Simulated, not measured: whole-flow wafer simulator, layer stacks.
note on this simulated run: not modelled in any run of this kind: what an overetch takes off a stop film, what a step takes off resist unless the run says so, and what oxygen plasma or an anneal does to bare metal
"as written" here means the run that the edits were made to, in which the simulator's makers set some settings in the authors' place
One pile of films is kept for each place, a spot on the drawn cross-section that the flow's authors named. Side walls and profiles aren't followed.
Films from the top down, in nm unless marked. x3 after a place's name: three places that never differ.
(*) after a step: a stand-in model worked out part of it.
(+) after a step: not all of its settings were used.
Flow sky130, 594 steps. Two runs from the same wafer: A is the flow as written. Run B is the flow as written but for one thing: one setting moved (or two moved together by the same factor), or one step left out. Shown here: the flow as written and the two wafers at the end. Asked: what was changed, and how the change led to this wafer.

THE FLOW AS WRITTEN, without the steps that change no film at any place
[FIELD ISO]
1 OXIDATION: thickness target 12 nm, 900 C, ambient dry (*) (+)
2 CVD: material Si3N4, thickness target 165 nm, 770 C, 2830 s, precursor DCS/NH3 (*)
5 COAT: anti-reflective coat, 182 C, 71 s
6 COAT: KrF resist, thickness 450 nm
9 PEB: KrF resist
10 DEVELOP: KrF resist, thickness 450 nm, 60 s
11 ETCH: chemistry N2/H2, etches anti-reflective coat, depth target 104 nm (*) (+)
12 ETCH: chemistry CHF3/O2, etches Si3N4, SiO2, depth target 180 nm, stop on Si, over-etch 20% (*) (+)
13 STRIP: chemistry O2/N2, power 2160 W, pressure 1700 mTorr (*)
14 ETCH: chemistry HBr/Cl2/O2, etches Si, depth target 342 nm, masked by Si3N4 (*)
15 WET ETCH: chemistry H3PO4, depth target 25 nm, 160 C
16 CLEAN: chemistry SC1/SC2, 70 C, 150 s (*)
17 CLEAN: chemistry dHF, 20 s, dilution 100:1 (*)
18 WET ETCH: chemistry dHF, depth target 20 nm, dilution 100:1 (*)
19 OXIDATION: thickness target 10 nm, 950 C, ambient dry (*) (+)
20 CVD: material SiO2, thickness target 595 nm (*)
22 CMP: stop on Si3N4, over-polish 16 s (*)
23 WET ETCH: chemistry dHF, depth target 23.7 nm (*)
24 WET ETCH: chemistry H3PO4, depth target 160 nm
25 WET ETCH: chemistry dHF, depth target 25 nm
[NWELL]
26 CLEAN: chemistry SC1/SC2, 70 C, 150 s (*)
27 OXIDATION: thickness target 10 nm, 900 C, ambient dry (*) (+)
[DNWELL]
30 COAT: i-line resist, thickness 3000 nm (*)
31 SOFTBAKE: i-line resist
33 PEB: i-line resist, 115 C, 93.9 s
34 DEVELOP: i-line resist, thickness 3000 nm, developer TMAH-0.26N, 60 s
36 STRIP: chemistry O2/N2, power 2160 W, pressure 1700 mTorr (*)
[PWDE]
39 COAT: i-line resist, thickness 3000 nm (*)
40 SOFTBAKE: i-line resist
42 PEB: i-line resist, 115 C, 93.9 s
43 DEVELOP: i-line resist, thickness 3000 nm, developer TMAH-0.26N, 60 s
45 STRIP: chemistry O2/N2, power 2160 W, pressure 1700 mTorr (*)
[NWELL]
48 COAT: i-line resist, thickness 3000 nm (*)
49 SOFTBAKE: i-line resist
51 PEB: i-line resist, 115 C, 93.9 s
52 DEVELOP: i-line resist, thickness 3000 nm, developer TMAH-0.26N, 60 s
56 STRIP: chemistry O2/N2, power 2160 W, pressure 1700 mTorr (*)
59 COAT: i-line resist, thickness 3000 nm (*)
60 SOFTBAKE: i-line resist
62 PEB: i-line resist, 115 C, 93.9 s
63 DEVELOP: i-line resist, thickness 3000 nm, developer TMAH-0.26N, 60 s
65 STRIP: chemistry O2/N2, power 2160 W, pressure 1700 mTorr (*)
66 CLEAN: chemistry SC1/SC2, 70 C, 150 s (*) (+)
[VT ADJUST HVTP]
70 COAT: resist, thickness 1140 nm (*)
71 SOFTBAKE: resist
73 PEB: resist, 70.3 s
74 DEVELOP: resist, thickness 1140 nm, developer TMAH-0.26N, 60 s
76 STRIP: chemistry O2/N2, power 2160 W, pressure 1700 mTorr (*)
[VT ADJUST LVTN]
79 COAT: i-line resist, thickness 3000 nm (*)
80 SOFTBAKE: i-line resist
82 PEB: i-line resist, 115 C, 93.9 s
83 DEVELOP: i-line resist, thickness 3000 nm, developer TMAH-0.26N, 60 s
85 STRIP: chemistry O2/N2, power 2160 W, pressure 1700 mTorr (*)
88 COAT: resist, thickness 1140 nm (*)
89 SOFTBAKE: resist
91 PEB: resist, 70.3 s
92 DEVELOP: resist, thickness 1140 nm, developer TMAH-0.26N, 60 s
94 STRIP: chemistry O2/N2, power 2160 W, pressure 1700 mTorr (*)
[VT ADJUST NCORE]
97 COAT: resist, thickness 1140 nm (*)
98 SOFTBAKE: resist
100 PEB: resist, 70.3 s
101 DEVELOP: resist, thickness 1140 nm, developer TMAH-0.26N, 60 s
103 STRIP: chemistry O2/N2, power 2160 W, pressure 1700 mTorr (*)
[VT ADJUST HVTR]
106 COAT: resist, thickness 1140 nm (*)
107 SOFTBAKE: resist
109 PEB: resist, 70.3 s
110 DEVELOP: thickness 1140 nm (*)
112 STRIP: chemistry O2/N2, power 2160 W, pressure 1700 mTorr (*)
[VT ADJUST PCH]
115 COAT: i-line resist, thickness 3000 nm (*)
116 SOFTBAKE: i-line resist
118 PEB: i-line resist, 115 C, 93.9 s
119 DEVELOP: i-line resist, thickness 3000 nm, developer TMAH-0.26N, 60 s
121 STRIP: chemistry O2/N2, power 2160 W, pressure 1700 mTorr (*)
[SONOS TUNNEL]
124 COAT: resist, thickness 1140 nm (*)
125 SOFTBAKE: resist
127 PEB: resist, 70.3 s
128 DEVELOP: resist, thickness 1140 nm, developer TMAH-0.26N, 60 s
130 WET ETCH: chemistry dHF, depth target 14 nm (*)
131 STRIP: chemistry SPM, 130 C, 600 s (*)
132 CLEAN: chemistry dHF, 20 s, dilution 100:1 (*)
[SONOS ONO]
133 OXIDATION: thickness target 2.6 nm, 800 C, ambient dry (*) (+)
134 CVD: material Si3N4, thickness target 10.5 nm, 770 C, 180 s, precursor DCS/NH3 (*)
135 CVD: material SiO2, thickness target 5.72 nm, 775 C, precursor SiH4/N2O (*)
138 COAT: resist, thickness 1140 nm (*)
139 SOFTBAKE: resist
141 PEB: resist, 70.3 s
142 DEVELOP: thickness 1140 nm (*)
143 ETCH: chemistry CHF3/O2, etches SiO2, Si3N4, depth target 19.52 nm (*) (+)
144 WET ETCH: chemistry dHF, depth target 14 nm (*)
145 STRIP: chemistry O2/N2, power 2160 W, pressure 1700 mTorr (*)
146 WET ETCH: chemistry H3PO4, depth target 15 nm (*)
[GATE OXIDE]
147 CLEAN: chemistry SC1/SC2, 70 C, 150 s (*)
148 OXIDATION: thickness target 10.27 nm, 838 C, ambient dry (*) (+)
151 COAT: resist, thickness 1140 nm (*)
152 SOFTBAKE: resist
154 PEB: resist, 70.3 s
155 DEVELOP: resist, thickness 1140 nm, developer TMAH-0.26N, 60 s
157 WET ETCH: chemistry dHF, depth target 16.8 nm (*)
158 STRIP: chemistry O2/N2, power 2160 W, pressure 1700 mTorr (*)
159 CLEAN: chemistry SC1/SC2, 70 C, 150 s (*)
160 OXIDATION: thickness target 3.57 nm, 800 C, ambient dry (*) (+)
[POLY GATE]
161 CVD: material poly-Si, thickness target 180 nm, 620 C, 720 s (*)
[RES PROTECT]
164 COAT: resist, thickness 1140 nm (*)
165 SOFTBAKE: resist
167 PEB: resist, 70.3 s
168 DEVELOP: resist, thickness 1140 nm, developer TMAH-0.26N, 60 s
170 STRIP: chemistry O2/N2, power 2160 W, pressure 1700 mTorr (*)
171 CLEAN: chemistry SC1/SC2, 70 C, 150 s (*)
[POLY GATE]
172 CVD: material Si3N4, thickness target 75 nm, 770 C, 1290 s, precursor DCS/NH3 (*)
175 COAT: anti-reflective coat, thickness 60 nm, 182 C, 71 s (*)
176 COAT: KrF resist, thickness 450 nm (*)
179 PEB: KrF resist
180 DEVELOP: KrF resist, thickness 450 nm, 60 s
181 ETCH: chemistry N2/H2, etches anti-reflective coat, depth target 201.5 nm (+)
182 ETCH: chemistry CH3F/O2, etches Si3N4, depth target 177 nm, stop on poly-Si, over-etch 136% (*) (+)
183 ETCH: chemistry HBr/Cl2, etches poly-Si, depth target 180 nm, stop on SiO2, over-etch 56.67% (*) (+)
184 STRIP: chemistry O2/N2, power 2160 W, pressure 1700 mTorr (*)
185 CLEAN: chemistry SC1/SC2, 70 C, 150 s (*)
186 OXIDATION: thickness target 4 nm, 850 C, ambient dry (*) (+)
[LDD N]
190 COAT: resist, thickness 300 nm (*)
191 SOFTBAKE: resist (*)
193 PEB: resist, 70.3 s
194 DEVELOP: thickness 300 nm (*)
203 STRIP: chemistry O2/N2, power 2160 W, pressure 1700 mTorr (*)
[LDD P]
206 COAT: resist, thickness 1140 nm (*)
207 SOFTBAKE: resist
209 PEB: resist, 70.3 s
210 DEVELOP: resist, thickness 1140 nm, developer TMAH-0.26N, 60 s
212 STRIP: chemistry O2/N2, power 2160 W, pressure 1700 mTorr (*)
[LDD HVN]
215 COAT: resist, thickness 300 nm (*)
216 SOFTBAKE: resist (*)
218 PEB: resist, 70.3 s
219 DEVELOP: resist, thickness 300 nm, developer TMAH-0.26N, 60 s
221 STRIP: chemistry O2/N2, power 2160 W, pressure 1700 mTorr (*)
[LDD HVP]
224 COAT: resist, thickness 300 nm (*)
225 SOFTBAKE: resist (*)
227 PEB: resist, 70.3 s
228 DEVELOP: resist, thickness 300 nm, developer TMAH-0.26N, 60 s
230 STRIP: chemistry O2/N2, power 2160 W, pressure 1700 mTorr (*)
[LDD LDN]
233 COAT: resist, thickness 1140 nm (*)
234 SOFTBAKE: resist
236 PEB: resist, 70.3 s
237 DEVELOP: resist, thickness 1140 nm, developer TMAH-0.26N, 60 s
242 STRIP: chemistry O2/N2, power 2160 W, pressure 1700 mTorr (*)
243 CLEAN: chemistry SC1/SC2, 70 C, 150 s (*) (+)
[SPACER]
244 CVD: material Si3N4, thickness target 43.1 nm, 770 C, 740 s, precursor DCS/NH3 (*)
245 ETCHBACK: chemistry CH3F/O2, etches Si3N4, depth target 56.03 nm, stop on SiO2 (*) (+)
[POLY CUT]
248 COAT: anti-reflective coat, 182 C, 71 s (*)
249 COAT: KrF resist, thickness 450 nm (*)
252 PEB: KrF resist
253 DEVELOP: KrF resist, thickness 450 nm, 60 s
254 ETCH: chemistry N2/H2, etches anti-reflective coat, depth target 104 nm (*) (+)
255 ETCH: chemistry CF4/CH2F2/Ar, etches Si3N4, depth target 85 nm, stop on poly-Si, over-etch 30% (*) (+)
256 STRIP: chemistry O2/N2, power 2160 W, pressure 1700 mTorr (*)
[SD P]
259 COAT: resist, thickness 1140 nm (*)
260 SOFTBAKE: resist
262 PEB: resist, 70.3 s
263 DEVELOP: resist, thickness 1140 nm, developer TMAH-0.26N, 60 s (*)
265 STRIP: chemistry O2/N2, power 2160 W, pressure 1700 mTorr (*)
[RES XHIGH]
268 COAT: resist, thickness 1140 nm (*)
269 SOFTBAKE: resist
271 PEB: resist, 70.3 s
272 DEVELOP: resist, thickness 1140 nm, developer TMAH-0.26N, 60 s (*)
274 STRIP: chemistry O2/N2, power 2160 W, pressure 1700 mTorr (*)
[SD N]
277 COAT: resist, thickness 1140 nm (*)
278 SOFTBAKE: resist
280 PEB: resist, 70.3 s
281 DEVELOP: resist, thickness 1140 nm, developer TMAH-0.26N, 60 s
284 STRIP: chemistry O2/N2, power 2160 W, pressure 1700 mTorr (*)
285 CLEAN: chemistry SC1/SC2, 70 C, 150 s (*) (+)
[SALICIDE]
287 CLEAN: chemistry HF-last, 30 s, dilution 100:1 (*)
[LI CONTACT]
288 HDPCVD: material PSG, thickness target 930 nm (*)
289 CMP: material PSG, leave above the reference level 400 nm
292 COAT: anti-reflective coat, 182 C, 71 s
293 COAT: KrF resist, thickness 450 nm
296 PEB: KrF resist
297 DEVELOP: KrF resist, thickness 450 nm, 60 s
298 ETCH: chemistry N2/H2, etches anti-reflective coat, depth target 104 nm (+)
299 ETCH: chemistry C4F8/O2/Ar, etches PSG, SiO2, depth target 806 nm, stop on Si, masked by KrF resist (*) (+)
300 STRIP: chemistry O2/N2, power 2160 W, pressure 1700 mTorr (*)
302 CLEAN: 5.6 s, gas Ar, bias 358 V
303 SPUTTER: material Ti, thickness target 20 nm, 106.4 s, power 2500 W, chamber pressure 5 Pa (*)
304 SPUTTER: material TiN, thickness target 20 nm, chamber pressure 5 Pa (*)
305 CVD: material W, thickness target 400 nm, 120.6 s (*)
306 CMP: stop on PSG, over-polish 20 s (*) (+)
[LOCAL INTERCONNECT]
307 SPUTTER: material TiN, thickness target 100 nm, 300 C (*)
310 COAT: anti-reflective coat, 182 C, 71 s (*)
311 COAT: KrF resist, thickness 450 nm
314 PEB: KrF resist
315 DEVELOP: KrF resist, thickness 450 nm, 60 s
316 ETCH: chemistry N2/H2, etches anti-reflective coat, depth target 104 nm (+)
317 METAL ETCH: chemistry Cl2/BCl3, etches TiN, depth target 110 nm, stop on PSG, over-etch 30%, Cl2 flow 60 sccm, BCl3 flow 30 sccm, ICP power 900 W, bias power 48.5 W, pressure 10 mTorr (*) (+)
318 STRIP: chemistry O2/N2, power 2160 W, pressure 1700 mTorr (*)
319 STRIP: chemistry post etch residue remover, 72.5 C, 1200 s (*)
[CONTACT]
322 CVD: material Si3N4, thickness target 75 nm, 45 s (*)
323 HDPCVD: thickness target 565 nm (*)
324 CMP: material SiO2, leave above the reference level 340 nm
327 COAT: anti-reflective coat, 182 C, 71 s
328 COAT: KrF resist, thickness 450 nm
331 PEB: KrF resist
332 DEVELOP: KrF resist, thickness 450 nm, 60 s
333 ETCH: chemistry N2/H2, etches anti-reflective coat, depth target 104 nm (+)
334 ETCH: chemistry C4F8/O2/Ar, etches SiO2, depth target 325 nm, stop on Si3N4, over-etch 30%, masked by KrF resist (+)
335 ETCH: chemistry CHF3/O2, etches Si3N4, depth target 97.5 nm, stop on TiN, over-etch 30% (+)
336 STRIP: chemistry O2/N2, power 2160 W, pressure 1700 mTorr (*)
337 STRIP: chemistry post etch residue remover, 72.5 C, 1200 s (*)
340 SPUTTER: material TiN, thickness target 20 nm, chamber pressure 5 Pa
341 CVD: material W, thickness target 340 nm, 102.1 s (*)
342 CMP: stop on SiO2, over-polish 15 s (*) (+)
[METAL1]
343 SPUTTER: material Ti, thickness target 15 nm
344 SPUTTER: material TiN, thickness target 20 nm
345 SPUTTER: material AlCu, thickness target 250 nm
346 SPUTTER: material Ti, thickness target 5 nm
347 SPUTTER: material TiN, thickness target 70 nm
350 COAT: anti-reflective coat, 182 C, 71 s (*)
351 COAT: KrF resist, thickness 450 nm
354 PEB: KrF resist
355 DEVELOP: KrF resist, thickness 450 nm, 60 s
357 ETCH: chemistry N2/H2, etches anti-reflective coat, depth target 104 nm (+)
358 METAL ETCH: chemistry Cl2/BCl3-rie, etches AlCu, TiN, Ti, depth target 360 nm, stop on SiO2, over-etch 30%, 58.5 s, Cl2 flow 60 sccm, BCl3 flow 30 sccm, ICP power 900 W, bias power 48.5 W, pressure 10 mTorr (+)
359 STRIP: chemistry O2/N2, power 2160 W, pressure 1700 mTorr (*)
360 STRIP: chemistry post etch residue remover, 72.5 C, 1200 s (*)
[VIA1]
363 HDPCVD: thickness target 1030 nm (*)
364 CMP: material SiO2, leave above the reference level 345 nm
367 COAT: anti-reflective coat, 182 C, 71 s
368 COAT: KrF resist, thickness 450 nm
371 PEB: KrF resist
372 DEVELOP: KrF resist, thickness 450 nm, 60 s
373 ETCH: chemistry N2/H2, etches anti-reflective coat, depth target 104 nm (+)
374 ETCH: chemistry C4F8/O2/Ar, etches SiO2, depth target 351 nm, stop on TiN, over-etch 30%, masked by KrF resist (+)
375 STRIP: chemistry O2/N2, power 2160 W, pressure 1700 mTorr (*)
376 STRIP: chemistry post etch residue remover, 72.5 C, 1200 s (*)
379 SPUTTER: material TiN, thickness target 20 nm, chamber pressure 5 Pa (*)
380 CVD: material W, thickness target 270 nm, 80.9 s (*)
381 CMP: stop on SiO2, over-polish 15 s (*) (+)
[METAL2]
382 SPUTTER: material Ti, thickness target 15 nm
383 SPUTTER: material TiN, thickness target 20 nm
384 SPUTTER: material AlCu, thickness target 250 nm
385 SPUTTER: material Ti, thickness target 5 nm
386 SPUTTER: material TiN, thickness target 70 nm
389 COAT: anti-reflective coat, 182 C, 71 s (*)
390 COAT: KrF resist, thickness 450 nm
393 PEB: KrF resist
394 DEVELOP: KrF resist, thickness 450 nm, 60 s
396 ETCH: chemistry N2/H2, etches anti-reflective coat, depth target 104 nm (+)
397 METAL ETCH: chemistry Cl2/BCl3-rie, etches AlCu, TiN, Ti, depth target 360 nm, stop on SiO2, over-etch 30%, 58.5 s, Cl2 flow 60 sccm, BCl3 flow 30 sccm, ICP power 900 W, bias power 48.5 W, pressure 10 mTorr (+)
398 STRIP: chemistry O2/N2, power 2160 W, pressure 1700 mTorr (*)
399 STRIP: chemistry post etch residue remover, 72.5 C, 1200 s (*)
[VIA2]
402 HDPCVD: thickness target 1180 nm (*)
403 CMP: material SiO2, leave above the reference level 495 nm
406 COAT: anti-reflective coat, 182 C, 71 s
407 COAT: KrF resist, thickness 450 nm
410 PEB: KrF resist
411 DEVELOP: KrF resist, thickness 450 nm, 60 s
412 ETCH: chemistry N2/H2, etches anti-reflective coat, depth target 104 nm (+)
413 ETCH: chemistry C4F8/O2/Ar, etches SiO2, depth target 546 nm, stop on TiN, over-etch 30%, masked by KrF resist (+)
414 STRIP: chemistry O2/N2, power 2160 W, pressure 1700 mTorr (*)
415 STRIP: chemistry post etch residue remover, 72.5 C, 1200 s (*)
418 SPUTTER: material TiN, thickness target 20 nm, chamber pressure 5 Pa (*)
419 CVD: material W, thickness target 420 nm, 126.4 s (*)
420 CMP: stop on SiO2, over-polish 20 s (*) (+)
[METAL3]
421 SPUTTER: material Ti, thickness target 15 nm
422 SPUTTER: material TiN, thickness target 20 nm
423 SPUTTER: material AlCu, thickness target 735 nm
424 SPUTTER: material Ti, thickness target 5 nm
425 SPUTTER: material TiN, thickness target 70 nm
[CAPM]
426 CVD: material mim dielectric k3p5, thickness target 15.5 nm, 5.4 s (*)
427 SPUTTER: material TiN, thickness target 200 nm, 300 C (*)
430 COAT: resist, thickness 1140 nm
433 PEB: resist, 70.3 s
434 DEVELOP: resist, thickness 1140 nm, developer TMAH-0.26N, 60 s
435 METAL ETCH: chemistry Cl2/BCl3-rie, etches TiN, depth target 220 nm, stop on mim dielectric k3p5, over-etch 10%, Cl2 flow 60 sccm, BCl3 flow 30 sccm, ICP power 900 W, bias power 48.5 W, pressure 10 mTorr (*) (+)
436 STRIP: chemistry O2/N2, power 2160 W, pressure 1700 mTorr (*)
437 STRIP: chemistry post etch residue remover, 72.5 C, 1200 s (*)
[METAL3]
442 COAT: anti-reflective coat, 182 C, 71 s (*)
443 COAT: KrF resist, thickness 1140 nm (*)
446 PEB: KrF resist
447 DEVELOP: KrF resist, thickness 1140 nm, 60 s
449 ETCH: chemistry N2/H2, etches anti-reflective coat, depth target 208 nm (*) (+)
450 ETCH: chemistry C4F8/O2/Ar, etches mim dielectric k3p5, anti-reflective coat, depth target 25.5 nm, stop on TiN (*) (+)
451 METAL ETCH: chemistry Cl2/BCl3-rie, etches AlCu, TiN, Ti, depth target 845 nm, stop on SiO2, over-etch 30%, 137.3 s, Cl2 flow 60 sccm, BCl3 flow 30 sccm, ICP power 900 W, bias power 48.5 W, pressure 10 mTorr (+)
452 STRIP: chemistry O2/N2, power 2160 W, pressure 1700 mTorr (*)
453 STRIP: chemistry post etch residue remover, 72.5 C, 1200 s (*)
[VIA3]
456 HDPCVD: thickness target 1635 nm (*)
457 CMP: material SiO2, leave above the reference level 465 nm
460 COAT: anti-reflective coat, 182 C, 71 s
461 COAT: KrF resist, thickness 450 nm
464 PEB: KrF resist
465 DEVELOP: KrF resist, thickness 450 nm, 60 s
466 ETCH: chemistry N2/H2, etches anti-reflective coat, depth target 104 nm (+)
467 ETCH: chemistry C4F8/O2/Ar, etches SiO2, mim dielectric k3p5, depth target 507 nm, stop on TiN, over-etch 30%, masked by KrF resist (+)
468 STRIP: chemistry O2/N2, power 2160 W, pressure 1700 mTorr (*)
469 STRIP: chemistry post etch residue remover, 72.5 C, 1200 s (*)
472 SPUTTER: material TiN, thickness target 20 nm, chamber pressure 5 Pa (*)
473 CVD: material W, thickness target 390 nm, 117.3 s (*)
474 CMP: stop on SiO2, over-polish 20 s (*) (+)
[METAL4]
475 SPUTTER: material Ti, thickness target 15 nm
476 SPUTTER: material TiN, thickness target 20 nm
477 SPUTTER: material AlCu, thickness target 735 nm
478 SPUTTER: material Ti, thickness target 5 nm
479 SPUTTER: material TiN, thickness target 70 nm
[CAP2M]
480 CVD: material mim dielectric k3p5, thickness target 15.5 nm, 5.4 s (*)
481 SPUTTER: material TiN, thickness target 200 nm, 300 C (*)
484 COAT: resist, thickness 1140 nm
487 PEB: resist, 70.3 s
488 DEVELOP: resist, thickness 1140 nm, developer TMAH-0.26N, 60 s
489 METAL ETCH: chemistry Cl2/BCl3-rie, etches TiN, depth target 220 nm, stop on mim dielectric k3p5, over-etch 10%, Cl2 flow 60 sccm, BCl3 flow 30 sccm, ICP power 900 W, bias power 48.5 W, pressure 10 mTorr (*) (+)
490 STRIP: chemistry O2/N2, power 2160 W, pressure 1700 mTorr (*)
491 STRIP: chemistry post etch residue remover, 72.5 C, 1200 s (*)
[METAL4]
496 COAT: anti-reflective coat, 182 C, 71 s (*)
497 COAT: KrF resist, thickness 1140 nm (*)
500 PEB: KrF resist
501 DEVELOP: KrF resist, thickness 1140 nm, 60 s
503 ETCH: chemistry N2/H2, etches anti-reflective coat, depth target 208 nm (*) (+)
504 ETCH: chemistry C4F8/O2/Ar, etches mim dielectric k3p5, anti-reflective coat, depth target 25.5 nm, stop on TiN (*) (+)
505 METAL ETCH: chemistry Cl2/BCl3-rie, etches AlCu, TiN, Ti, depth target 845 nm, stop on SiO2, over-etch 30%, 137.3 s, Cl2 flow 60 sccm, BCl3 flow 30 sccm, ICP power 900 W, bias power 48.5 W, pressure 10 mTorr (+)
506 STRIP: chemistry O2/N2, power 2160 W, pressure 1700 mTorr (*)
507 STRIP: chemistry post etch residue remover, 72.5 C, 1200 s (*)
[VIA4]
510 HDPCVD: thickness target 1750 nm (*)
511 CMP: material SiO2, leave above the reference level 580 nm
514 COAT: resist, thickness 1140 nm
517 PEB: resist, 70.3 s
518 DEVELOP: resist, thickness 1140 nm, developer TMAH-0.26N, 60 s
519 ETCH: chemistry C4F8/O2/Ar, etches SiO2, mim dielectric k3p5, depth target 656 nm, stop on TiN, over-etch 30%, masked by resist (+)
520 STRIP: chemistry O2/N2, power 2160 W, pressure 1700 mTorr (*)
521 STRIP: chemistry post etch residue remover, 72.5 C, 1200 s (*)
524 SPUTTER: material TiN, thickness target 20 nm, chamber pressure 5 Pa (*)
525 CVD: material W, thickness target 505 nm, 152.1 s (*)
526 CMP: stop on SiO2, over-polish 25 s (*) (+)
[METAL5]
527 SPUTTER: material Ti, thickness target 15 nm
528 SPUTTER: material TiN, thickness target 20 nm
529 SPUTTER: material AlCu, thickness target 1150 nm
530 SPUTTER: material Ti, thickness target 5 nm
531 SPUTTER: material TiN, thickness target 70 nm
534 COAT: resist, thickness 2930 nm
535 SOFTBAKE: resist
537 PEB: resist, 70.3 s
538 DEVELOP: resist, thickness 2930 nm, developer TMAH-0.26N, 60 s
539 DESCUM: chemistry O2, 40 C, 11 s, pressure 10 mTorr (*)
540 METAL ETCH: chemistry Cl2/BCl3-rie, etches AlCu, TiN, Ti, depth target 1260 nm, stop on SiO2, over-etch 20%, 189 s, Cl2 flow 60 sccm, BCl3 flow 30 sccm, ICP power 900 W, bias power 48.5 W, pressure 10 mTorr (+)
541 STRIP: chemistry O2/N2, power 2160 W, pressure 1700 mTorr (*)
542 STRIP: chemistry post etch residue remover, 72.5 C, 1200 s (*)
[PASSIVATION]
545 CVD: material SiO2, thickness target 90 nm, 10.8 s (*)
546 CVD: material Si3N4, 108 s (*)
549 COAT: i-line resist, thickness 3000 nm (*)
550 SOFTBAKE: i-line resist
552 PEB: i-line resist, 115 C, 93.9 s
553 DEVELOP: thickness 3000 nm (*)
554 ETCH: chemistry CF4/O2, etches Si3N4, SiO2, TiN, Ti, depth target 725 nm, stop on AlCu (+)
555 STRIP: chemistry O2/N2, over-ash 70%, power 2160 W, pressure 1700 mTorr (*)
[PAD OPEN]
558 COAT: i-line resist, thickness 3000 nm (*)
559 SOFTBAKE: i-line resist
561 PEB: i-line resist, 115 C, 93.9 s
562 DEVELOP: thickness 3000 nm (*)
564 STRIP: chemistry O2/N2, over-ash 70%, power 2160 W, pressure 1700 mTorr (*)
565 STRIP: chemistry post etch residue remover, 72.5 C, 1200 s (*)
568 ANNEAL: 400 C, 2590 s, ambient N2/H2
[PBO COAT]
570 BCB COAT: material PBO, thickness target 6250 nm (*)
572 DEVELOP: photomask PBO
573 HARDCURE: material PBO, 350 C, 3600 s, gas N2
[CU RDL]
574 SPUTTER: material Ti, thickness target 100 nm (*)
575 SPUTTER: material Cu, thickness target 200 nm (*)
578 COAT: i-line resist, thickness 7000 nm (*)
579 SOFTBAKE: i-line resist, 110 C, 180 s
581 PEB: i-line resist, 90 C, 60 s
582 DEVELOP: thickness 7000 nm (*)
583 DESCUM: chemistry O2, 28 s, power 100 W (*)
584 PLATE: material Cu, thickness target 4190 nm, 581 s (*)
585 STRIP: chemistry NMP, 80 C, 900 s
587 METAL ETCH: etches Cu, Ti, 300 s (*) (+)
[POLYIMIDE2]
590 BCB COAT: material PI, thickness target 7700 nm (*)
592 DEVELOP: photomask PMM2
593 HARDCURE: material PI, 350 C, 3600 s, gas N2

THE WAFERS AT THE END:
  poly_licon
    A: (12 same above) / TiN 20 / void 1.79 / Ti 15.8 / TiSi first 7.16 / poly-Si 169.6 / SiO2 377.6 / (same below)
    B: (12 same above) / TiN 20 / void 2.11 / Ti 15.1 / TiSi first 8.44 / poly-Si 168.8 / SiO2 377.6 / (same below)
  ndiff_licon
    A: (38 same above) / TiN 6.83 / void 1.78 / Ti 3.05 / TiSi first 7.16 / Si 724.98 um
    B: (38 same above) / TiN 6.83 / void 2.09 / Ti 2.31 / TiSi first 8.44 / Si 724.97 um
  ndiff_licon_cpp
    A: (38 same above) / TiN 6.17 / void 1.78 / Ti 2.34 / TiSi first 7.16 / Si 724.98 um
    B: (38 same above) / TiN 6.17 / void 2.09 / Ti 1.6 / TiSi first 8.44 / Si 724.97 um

The cause: step 568, ANNEAL: 4079 s was run, where the flow has 2590 s.

How the change led to this, step by step:
  568 ANNEAL: 400 C, 2590 s, ambient N2/H2
      poly_licon, rpo_hd_licon: A under 11 films: void +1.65 (new film), Ti -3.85, TiSi first +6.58 (new film), poly-Si -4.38 | B under 11 films: void +1.99 (new film), Ti -4.65, TiSi first +7.95 (new film), poly-Si -5.29
      ndiff_licon, ndiff_licon_cpp: A under 37 films: void +1.63 (new film), Ti -3.85, TiSi first +6.58 (new film), Si -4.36 | B under 37 films: void +1.97 (new film), Ti -4.65, TiSi first +7.95 (new film), Si -5.27
